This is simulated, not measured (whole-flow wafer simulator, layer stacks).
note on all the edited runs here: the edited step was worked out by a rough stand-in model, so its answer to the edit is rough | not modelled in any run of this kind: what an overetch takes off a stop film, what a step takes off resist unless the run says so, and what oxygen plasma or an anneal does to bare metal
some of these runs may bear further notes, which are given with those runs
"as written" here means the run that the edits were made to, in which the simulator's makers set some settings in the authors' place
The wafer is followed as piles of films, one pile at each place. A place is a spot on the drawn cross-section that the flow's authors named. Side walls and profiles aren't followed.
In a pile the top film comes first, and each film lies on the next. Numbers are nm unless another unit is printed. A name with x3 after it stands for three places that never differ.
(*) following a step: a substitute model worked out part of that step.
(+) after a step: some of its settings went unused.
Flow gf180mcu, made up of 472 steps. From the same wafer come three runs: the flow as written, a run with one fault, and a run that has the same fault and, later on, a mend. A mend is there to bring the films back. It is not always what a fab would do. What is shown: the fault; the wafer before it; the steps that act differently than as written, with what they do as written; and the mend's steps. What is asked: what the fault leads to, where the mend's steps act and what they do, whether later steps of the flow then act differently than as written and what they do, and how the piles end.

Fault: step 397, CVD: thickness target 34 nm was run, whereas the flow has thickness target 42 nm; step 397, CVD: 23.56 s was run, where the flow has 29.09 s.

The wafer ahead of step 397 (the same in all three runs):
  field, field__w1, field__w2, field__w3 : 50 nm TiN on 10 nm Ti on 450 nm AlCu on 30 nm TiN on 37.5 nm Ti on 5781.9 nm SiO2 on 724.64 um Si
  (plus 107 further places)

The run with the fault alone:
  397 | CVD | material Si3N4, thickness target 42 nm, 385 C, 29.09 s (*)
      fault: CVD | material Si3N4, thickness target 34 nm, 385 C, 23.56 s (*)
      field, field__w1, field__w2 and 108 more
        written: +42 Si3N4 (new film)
        fault: +34 Si3N4 (new film)
  Later steps of the flow acting differently than as written (6 other steps are not shown; they differ only slightly, by no more than 2% or 0.5 nm, whichever is larger):
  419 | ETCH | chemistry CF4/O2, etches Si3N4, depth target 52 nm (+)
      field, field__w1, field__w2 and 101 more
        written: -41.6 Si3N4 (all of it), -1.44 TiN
        fault: -33.7 Si3N4 (all of it), -2.34 TiN
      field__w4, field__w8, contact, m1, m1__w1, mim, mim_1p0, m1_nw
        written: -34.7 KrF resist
        fault: -33.7 KrF resist
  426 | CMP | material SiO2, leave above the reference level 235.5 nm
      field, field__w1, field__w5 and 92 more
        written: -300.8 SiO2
        fault: -308.8 SiO2
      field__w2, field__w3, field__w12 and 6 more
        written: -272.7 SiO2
        fault: -281 SiO2
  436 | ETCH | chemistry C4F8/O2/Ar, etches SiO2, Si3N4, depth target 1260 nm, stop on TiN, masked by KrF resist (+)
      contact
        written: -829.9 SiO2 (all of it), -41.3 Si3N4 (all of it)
        fault: -829.9 SiO2 (all of it), -33.3 Si3N4 (all of it)
  At field__w4, field__w8, m1, m1__w1, mim, mim_1p0, m1_nw, the piles at the end differ from the flow's by more than 2% or 0.5 nm, whichever is larger.
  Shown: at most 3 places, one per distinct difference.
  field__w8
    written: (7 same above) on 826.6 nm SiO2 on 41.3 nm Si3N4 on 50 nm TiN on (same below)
    fault: (7 same above) on 826.6 nm SiO2 on 33.3 nm Si3N4 on 50 nm TiN on (same below)
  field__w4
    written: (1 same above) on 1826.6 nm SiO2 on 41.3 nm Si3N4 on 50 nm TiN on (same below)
    fault: (1 same above) on 1826.6 nm SiO2 on 33.3 nm Si3N4 on 50 nm TiN on (same below)
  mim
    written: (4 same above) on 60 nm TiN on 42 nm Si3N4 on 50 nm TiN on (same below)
    fault: (4 same above) on 60 nm TiN on 34 nm Si3N4 on 50 nm TiN on (same below)

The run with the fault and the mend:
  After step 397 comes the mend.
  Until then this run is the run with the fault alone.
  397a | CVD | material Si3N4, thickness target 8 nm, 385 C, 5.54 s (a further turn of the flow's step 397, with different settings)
      field, field__w1, field__w2 and 108 more
        +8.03 Si3N4
  None of the later steps of the flow differs from how it acts as written, at any place that is followed, by more than 2% or 0.5 nm, whichever is larger.
  When the end is reached, the piles differ only a little from the flow's at the places that both follow, at most by 2% or 0.5 nm, whichever is larger.
